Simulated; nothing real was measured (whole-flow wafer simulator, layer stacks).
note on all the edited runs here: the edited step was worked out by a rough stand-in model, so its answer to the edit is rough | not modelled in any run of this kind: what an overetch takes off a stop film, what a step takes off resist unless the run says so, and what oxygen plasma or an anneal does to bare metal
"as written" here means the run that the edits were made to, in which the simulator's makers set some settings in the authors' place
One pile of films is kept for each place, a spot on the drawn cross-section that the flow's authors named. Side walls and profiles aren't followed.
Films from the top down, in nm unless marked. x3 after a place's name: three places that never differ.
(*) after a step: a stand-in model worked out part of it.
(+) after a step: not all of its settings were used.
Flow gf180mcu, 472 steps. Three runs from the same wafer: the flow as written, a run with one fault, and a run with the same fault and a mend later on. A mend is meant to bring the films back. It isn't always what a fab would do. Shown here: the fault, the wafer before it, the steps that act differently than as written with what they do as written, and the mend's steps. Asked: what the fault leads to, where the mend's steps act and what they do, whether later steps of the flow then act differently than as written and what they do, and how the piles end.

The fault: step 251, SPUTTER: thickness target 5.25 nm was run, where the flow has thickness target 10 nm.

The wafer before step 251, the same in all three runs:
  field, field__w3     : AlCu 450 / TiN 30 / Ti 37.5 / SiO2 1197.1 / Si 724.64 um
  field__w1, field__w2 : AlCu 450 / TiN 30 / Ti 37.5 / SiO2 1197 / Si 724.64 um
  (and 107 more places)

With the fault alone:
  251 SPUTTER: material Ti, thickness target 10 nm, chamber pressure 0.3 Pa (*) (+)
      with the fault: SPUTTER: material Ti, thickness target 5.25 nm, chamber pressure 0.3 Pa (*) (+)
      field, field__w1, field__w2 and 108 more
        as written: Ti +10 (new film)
        with the fault: Ti +5.25 (new film)
  Later steps of the flow that act differently than as written (5 more steps differ only slightly, by at most 2% or 0.5 nm, whichever is larger, and aren't shown):
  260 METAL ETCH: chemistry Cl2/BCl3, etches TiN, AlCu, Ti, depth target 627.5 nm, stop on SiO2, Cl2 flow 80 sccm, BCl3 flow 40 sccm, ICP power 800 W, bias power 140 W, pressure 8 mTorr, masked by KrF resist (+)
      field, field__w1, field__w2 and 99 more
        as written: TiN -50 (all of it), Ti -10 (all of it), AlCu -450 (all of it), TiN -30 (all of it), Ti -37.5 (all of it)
        with the fault: TiN -50 (all of it), Ti -5.25 (all of it), AlCu -450 (all of it), TiN -30 (all of it), Ti -37.5 (all of it)
  At the end the piles differ from the flow's by more than 2% or 0.5 nm, whichever is larger, at field__w8, contact, m1 and 6 more.
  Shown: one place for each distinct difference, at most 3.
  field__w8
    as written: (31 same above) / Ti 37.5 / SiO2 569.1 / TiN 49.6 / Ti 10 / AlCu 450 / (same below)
    with the fault: (31 same above) / Ti 37.5 / SiO2 573.9 / TiN 49.6 / Ti 5.25 / AlCu 450 / (same below)
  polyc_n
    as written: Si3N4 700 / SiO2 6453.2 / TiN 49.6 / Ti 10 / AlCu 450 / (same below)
    with the fault: Si3N4 700 / SiO2 6457.9 / TiN 49.6 / Ti 5.25 / AlCu 450 / (same below)
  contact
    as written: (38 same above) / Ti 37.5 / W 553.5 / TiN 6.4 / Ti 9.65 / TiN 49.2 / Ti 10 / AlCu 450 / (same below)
    with the fault: (38 same above) / Ti 37.5 / W 558.3 / TiN 6.39 / Ti 9.63 / TiN 49.2 / Ti 5.25 / AlCu 450 / (same below)

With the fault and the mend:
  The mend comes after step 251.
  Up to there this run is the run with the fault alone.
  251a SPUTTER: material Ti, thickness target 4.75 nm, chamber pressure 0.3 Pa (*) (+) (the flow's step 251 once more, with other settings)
      field, field__w1, field__w2 and 108 more
        Ti +4.75
  No later step of the flow acts differently than as written at any place that is followed.
  At the end the piles are the same as the flow's at every place that both follow.
